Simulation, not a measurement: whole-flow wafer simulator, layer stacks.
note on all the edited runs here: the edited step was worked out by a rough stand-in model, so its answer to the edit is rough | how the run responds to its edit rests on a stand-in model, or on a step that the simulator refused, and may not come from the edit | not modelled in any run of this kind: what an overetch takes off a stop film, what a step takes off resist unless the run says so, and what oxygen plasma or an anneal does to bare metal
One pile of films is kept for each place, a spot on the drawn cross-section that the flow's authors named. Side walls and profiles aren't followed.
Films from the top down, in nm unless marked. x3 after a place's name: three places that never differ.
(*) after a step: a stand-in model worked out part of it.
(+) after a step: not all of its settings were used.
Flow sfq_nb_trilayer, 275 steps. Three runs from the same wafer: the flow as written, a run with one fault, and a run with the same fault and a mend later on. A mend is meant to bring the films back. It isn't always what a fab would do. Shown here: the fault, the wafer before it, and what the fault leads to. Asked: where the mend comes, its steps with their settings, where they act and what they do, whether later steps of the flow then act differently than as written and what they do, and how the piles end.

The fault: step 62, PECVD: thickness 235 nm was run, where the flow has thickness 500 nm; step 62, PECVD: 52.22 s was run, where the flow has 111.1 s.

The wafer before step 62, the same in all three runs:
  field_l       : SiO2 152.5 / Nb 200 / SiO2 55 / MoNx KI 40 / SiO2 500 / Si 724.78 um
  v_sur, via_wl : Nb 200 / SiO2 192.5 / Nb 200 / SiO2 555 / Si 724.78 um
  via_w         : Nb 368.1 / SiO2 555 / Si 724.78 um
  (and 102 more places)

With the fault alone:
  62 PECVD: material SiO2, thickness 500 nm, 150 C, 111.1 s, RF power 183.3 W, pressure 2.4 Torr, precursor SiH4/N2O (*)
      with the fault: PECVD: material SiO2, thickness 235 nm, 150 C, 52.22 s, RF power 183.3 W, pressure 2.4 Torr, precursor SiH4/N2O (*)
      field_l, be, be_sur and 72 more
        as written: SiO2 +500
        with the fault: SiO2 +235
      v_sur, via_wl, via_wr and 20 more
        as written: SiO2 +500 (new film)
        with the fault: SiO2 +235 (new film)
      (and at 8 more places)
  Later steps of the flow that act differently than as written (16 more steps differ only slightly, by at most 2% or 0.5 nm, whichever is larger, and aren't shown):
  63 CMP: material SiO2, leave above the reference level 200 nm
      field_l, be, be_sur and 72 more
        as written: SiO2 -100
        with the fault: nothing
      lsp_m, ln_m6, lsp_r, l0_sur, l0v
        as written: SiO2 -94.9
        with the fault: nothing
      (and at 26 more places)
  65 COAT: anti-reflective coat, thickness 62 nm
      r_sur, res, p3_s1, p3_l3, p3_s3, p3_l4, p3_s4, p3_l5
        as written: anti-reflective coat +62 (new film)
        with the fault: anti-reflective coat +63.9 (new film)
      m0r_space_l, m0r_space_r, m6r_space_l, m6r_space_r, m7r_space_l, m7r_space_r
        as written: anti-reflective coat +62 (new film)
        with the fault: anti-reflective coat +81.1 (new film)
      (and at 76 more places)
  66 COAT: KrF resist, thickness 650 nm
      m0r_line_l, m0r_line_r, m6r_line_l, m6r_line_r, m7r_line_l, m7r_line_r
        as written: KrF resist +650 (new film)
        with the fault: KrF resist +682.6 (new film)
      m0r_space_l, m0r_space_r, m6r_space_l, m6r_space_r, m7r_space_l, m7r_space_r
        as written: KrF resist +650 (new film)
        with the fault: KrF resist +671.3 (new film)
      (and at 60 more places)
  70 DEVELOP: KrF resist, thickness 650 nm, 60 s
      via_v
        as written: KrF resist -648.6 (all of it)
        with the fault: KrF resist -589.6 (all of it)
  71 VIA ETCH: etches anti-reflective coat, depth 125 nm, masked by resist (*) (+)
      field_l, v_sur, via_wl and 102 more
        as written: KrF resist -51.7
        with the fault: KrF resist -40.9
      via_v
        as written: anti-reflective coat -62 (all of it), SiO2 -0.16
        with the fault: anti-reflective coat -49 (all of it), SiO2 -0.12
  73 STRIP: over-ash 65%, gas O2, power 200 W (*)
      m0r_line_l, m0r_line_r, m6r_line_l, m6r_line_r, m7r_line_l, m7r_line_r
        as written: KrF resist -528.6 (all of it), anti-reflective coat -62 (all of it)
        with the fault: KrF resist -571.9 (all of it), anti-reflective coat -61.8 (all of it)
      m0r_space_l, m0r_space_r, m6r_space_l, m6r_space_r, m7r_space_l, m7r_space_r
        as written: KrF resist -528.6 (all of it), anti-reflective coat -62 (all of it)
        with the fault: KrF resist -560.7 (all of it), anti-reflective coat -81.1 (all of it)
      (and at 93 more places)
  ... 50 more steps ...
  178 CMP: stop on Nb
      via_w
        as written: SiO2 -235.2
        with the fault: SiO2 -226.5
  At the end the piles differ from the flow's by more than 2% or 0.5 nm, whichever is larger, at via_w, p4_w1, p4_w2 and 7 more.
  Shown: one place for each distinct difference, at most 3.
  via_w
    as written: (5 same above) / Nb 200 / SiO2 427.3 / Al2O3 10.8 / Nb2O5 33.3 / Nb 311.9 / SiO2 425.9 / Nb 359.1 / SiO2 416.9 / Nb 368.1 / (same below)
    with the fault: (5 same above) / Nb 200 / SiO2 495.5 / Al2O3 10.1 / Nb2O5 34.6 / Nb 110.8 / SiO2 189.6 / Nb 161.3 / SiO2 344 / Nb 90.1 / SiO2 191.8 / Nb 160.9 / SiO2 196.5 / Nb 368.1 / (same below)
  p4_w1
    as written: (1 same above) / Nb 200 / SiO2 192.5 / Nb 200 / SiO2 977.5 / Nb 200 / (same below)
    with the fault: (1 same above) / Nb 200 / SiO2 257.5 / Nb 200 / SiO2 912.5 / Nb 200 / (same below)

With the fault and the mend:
  The mend comes after step 62.
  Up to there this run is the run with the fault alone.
  62a PECVD: material SiO2, thickness 265 nm, 150 C, 58.89 s, RF power 183.3 W, pressure 2.4 Torr, precursor SiH4/N2O (*) (the flow's step 62 once more, with other settings)
      field_l, v_sur, via_wl and 103 more
        SiO2 +265
  Later steps of the flow that act differently than as written:
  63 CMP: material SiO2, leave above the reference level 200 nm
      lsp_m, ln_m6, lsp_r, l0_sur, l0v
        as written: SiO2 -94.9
        with the mend: SiO2 -100
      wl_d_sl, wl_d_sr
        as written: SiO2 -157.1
        with the mend: SiO2 -100
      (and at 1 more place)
  At the end the piles are the same as the flow's at every place that both follow.
